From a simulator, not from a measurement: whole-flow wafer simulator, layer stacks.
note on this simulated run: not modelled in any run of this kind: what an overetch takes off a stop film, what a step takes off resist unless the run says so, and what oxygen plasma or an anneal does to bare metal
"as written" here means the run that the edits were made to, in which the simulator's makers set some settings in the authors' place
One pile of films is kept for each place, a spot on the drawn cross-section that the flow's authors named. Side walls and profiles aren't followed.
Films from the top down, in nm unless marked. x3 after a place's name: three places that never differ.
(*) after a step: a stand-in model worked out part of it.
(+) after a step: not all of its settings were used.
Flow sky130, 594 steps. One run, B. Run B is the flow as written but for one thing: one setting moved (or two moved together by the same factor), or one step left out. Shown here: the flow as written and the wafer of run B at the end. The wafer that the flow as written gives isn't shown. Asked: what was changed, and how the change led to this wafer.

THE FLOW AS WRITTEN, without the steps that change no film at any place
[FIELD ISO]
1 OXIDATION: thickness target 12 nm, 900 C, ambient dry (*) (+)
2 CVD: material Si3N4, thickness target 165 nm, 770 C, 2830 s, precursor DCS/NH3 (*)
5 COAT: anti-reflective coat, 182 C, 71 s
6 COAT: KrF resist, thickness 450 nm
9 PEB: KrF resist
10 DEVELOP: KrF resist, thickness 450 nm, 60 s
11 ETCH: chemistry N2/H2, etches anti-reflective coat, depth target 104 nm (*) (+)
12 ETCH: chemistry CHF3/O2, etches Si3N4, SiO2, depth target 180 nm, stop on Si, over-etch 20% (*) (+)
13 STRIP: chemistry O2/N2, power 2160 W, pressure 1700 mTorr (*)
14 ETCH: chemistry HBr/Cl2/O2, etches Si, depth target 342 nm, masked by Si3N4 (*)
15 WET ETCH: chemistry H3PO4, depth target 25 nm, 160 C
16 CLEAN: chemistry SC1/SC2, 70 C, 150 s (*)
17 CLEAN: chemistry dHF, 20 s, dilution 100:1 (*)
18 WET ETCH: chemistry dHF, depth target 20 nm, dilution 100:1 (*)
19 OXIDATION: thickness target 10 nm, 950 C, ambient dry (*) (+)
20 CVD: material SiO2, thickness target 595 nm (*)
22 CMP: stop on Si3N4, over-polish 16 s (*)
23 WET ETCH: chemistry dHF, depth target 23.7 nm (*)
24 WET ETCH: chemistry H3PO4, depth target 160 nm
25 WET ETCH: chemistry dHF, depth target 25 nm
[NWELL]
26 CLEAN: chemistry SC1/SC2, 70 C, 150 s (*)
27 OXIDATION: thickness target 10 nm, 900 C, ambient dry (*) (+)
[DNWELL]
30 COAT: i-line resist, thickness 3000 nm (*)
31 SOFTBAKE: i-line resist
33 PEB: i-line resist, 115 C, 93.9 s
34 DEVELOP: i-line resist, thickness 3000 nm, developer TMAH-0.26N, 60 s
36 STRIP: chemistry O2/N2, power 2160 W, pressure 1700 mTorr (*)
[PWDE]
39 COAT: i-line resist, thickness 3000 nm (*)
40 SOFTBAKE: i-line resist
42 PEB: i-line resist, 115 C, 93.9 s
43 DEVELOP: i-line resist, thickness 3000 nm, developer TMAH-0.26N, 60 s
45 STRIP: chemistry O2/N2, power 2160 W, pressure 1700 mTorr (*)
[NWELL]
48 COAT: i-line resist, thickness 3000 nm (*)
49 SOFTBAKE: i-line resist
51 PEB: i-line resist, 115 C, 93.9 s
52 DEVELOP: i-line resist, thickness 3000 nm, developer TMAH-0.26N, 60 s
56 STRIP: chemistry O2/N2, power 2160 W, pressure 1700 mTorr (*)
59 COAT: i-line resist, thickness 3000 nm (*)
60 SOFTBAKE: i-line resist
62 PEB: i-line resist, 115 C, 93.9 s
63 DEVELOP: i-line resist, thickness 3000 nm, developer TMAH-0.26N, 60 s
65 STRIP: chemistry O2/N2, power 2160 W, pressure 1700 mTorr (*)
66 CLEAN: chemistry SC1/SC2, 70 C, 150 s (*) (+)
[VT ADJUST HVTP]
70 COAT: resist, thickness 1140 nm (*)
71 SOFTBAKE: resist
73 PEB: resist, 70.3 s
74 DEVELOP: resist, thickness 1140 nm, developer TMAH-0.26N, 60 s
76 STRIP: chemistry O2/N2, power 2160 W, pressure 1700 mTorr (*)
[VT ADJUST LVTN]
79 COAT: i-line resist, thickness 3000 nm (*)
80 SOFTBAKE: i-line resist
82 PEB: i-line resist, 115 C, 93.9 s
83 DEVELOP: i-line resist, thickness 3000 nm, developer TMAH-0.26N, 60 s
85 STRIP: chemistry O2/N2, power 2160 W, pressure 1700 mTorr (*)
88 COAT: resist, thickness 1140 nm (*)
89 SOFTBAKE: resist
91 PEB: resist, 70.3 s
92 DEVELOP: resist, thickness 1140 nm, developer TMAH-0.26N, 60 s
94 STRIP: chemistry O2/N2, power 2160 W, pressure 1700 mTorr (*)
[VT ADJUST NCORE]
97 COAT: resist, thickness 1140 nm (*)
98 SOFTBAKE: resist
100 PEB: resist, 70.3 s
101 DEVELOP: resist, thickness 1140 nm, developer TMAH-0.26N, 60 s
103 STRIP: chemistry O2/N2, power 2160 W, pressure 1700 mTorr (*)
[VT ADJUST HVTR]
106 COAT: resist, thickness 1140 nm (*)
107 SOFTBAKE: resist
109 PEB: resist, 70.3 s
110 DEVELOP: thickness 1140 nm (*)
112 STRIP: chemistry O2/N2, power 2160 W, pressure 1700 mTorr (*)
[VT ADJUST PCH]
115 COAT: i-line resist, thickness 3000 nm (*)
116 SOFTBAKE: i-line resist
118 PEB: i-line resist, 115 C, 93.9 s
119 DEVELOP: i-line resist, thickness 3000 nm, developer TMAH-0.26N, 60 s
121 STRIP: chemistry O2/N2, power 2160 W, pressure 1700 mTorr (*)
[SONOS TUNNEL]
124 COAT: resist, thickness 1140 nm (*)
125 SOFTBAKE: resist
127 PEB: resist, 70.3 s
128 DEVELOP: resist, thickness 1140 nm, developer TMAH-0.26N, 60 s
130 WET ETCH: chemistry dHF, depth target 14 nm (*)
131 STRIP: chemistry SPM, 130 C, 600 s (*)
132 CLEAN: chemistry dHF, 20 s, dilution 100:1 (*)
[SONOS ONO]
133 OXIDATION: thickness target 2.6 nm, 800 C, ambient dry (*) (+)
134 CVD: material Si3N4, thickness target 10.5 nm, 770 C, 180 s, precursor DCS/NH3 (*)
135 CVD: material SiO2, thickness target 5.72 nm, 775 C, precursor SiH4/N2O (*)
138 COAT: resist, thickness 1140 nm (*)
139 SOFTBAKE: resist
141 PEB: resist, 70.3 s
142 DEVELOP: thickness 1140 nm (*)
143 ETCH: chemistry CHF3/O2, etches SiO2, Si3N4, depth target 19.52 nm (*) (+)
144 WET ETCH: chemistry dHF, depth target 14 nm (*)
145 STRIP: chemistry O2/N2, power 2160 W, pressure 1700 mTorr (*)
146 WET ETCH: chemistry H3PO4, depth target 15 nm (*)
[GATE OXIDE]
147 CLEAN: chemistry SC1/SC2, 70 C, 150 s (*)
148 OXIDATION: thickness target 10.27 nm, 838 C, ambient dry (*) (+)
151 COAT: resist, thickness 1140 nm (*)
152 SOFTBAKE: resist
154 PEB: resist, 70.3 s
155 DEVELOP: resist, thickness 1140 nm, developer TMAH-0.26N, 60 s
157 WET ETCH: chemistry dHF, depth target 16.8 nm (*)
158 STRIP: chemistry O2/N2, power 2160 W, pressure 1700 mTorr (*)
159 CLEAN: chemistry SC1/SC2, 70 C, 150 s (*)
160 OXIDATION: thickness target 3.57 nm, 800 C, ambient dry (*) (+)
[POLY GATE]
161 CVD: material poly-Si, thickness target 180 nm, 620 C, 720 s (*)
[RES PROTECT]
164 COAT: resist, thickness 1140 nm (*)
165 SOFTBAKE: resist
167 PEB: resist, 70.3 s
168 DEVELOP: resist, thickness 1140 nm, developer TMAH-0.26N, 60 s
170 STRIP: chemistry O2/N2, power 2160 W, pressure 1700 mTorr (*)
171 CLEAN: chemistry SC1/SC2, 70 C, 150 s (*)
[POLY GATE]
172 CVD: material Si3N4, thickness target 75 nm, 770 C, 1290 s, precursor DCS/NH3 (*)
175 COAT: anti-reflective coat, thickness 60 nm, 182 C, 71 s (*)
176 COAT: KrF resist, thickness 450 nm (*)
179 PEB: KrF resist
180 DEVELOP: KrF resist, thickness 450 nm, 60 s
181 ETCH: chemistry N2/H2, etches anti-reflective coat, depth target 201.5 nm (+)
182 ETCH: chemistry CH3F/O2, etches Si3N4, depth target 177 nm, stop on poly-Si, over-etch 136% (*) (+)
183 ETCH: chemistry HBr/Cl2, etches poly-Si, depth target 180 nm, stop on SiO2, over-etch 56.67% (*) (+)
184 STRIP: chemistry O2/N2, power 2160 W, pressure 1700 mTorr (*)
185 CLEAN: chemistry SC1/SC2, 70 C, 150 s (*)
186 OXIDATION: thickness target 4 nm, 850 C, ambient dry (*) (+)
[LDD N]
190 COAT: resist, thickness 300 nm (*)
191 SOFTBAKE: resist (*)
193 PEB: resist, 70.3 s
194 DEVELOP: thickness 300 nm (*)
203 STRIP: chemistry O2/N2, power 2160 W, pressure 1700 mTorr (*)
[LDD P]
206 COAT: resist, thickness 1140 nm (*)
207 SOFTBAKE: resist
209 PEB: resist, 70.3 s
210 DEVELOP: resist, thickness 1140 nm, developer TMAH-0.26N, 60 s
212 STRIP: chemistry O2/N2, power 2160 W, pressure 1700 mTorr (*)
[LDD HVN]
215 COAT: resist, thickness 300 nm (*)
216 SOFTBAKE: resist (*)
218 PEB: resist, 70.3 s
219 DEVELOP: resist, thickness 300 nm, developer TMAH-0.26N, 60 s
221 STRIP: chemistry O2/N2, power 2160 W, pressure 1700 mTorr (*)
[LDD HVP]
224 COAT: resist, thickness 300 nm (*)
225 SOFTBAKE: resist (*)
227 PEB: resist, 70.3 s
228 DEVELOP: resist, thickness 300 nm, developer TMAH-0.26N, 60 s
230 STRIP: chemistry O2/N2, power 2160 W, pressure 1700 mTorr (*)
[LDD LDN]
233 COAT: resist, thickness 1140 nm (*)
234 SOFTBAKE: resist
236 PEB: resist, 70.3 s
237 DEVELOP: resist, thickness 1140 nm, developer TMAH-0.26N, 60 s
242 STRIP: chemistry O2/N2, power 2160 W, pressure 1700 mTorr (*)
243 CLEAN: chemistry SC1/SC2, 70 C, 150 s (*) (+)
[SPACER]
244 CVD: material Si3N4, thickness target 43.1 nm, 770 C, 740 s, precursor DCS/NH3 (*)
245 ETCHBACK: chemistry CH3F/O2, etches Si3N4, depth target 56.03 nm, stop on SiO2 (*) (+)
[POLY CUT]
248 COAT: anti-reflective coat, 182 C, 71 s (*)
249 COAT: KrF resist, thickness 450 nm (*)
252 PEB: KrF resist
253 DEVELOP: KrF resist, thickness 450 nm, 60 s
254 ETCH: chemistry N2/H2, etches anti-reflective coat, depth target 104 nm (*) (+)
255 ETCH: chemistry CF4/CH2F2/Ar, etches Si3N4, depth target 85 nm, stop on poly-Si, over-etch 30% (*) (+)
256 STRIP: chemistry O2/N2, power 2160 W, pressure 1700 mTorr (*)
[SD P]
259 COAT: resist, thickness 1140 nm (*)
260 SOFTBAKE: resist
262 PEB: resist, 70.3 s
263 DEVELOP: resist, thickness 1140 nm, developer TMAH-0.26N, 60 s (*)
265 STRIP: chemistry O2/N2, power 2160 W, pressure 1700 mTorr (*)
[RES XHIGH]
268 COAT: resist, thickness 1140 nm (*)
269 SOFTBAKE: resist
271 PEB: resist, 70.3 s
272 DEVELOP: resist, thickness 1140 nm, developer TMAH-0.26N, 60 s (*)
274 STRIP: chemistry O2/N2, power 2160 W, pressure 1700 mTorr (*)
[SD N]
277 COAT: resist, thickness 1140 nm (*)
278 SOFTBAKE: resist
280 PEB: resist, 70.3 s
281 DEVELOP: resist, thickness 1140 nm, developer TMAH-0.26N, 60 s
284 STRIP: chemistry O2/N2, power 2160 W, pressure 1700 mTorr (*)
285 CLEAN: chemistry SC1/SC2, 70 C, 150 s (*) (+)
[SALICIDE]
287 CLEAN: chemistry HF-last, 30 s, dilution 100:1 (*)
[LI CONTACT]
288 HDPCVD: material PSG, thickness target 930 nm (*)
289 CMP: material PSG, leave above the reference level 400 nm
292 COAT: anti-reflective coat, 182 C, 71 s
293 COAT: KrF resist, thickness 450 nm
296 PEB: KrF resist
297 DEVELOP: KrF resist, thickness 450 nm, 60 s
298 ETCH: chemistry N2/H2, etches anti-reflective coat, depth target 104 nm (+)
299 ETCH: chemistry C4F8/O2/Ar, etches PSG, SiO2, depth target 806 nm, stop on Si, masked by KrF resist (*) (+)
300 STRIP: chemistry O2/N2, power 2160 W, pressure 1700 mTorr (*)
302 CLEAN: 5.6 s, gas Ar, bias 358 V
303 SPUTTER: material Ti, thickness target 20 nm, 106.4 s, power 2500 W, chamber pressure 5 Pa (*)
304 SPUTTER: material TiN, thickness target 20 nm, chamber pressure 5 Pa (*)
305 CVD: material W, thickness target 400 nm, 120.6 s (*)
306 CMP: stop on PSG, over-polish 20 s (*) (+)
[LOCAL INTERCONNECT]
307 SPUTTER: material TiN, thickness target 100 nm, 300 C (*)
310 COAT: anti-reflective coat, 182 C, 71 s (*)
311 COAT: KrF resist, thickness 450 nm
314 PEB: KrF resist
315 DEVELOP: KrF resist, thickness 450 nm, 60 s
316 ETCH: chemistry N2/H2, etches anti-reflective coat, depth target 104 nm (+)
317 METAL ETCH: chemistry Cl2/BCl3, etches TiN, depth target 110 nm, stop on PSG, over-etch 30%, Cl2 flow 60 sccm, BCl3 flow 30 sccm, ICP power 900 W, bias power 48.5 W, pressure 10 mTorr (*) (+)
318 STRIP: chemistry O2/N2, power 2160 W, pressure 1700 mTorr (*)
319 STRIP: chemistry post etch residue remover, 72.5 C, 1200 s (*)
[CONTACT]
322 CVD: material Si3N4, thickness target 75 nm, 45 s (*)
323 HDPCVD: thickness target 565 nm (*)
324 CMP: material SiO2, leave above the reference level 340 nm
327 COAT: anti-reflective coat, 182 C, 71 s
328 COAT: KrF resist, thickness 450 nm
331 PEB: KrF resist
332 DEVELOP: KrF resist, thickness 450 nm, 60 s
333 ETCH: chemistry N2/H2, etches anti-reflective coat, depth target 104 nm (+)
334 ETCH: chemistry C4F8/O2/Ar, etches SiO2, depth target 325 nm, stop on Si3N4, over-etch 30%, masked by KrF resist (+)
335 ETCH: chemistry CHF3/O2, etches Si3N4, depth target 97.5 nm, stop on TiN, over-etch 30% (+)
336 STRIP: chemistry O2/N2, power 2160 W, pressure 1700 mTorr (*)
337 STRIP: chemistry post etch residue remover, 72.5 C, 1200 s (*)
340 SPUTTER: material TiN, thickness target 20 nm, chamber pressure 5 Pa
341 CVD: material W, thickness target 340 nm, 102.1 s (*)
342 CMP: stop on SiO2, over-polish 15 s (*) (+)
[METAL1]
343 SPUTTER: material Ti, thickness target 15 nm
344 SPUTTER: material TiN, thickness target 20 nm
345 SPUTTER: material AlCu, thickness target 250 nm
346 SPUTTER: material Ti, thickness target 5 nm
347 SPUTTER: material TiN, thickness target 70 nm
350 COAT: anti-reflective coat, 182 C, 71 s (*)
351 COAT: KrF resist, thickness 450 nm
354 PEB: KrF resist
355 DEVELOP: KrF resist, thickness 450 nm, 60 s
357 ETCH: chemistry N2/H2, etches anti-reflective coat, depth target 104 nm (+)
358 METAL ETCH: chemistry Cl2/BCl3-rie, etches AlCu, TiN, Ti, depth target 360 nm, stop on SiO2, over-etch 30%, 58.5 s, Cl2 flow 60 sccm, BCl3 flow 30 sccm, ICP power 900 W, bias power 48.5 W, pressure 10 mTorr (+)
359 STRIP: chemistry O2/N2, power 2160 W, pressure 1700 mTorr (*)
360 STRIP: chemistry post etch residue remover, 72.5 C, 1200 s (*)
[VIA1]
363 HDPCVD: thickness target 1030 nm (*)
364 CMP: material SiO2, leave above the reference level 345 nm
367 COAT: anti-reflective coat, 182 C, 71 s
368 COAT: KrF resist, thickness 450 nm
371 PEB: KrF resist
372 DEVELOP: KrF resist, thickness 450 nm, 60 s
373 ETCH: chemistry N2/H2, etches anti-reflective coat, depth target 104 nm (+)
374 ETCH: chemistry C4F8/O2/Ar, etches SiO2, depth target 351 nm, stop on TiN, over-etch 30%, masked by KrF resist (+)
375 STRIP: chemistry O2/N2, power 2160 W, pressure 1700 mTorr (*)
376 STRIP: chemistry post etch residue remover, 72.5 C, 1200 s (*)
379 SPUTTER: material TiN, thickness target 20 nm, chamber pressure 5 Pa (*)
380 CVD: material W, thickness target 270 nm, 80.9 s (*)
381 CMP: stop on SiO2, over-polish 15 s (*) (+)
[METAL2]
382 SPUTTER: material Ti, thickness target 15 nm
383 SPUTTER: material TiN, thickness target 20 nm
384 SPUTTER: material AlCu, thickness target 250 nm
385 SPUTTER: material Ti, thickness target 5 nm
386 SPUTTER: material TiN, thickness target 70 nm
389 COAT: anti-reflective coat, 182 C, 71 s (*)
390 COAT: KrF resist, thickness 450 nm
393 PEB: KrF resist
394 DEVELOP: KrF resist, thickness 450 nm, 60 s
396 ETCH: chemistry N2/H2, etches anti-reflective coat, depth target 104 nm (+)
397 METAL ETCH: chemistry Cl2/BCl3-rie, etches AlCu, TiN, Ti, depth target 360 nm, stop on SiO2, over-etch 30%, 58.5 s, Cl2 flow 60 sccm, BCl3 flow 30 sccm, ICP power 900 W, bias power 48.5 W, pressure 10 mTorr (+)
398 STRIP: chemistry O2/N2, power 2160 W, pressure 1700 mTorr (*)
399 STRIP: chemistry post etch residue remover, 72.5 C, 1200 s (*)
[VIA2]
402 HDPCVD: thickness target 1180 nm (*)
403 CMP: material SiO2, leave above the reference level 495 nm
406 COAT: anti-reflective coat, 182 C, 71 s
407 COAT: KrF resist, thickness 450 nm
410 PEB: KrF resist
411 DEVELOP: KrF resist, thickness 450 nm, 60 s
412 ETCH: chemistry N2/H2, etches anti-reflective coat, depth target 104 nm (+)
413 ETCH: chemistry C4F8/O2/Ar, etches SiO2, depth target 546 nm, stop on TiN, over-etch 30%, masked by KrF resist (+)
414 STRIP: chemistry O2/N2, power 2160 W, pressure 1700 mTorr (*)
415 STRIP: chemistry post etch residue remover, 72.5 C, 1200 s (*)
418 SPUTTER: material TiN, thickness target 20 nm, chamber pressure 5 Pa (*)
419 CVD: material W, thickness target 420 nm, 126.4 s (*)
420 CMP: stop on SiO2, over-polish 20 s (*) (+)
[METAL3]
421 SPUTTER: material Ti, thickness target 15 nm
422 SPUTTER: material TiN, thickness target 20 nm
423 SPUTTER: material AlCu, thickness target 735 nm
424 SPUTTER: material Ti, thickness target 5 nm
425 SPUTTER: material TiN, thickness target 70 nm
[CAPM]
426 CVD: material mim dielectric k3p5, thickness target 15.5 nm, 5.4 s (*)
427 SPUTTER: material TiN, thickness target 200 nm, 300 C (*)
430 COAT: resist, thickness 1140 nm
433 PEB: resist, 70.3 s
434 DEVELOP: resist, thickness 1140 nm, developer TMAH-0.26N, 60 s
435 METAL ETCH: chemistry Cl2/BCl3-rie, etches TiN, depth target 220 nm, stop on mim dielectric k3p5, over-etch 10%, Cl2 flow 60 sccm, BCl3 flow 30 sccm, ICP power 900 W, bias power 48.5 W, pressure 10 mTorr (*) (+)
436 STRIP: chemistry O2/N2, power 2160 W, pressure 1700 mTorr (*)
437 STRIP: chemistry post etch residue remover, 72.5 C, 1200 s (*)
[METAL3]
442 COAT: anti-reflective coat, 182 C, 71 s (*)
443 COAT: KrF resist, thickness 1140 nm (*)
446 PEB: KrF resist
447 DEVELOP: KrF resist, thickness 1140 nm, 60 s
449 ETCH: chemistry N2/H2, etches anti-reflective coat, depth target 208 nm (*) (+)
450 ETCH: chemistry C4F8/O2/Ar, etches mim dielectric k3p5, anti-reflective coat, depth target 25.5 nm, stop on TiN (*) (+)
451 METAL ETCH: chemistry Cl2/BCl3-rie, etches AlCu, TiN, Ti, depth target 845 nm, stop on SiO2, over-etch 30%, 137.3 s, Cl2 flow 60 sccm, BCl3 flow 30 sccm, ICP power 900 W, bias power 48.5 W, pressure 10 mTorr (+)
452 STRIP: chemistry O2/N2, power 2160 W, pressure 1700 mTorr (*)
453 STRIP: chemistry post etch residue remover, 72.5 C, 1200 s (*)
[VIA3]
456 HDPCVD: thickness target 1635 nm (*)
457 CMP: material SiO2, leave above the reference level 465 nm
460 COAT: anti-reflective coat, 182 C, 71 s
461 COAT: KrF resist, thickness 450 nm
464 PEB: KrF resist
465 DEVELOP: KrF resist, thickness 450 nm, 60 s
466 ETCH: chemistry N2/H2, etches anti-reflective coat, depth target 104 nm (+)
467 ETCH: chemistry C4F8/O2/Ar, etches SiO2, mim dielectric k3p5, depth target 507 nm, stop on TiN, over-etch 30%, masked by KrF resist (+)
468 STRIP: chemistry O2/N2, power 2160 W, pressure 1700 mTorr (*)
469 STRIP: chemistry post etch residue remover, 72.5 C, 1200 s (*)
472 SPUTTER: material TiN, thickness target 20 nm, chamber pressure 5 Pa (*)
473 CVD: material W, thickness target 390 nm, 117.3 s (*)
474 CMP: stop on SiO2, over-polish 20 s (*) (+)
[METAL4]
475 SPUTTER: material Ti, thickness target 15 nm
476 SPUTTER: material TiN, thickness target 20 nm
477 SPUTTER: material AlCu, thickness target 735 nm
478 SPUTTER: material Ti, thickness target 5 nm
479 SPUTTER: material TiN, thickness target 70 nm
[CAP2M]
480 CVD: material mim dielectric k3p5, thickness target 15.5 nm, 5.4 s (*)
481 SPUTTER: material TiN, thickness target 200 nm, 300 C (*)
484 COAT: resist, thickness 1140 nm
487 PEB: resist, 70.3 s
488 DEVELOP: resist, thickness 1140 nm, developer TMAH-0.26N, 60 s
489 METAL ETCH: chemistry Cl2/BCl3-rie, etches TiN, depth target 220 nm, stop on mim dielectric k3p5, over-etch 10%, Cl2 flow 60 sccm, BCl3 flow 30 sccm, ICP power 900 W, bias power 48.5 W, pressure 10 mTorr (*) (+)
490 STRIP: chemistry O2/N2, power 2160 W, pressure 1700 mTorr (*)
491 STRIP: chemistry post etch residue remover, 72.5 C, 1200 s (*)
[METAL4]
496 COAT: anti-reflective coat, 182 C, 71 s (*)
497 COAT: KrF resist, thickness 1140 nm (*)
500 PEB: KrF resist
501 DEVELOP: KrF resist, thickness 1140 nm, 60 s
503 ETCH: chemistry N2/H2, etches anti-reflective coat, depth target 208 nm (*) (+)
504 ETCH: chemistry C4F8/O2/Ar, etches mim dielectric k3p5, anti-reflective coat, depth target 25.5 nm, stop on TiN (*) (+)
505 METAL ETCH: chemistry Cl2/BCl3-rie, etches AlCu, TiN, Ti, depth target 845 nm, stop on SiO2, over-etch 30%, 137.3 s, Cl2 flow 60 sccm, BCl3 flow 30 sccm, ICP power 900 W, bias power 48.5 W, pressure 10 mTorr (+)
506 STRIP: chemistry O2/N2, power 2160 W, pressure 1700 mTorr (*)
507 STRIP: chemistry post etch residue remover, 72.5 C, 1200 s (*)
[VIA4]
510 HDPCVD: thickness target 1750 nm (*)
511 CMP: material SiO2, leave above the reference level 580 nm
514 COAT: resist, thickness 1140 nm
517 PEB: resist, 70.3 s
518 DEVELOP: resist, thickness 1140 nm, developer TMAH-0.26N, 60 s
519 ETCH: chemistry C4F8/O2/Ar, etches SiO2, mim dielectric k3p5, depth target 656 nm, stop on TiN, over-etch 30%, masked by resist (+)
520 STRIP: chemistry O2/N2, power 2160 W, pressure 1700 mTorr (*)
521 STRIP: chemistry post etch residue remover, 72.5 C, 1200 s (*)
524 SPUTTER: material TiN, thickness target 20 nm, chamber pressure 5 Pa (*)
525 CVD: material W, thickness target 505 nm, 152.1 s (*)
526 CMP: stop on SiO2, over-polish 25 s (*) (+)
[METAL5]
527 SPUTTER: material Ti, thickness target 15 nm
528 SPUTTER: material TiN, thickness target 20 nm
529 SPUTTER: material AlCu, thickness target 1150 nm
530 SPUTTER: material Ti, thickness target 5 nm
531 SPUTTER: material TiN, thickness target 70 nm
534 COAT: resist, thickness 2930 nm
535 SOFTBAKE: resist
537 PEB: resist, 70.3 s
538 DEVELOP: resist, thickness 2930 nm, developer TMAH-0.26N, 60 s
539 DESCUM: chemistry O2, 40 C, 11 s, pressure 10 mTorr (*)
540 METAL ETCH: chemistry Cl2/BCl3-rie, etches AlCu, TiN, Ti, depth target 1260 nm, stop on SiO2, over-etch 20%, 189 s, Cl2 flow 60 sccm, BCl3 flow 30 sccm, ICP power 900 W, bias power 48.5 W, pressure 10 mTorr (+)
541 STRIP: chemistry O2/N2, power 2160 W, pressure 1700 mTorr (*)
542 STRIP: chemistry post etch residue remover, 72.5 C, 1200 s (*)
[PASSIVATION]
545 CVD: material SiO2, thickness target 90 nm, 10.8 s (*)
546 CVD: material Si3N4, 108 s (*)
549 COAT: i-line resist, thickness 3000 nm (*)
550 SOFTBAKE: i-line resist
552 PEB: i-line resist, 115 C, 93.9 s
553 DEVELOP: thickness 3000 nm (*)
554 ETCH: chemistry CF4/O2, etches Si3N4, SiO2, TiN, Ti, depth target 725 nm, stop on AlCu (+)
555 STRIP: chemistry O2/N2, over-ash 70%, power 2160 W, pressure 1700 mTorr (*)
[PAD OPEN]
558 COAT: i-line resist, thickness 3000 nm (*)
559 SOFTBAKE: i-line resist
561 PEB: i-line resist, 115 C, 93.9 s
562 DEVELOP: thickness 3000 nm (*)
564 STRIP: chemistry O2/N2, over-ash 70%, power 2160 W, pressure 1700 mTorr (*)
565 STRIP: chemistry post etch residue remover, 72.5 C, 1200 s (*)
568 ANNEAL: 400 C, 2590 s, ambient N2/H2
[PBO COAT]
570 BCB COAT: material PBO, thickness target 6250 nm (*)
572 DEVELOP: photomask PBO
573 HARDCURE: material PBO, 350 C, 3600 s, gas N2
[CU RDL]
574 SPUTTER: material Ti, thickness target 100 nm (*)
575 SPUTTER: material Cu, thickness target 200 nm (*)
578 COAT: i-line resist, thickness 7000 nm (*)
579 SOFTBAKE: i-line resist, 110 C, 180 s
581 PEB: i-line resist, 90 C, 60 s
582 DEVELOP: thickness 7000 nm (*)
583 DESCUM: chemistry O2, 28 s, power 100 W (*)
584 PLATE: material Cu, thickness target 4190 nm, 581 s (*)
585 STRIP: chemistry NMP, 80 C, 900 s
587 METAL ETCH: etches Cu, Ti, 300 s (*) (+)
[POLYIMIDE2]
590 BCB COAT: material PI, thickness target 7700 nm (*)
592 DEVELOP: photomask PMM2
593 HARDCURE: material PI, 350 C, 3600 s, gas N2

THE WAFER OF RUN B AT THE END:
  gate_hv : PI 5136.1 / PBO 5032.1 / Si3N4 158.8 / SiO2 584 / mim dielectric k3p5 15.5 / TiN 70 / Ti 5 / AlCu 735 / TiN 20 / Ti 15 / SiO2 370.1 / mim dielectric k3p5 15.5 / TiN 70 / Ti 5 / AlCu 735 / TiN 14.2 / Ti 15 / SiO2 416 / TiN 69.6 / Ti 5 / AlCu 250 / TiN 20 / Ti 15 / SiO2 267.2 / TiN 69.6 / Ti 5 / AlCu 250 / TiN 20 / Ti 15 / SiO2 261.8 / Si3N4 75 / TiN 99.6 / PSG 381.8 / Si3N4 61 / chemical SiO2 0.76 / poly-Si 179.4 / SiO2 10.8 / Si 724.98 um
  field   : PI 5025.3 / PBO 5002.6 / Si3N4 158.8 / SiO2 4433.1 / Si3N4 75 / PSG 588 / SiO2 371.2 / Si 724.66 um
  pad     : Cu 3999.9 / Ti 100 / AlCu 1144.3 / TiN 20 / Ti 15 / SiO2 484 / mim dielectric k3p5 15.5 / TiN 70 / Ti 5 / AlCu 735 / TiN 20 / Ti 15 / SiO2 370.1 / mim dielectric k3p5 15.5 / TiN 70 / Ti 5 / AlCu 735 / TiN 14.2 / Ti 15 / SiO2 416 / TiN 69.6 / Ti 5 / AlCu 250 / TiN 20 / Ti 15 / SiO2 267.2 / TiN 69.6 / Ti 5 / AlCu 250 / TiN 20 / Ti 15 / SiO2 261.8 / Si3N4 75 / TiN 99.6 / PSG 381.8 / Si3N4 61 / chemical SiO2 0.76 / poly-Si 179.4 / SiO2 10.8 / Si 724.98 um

The cause: step 422, SPUTTER: thickness target 14.2 nm was run, where the flow has thickness target 20 nm.
It can be read off the wafer: gate_hv has TiN 14.2, and step 422 as written asks for 20 nm.

How the change led to this, step by step:
  422 SPUTTER: material TiN, thickness target 20 nm
      field, active, n_well and 188 more: TiN +14.2 (new film) (as written it would be: TiN +20 (new film))
  451 METAL ETCH: chemistry Cl2/BCl3-rie, etches AlCu, TiN, Ti, depth target 845 nm, stop on SiO2, over-etch 30%, 137.3 s, Cl2 flow 60 sccm, BCl3 flow 30 sccm, ICP power 900 W, bias power 48.5 W, pressure 10 mTorr (+)
      field, gate, spacer and 68 more: TiN -70 (all of it), Ti -5 (all of it), AlCu -735 (all of it), TiN -14.2 (all of it), Ti -15 (all of it), SiO2 -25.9 (as written it would be: TiN -70 (all of it), Ti -5 (all of it), AlCu -735 (all of it), TiN -20 (all of it), Ti -15 (all of it), SiO2 -25.4)
      active, vpp_ln, vpp_iso2 and 11 more: TiN -70 (all of it), Ti -5 (all of it), AlCu -735 (all of it), TiN -14.2 (all of it), Ti -15 (all of it), SiO2 -25.9 (as written it would be: TiN -70 (all of it), Ti -5 (all of it), AlCu -735 (all of it), TiN -20 (all of it), Ti -15 (all of it), SiO2 -25.3)
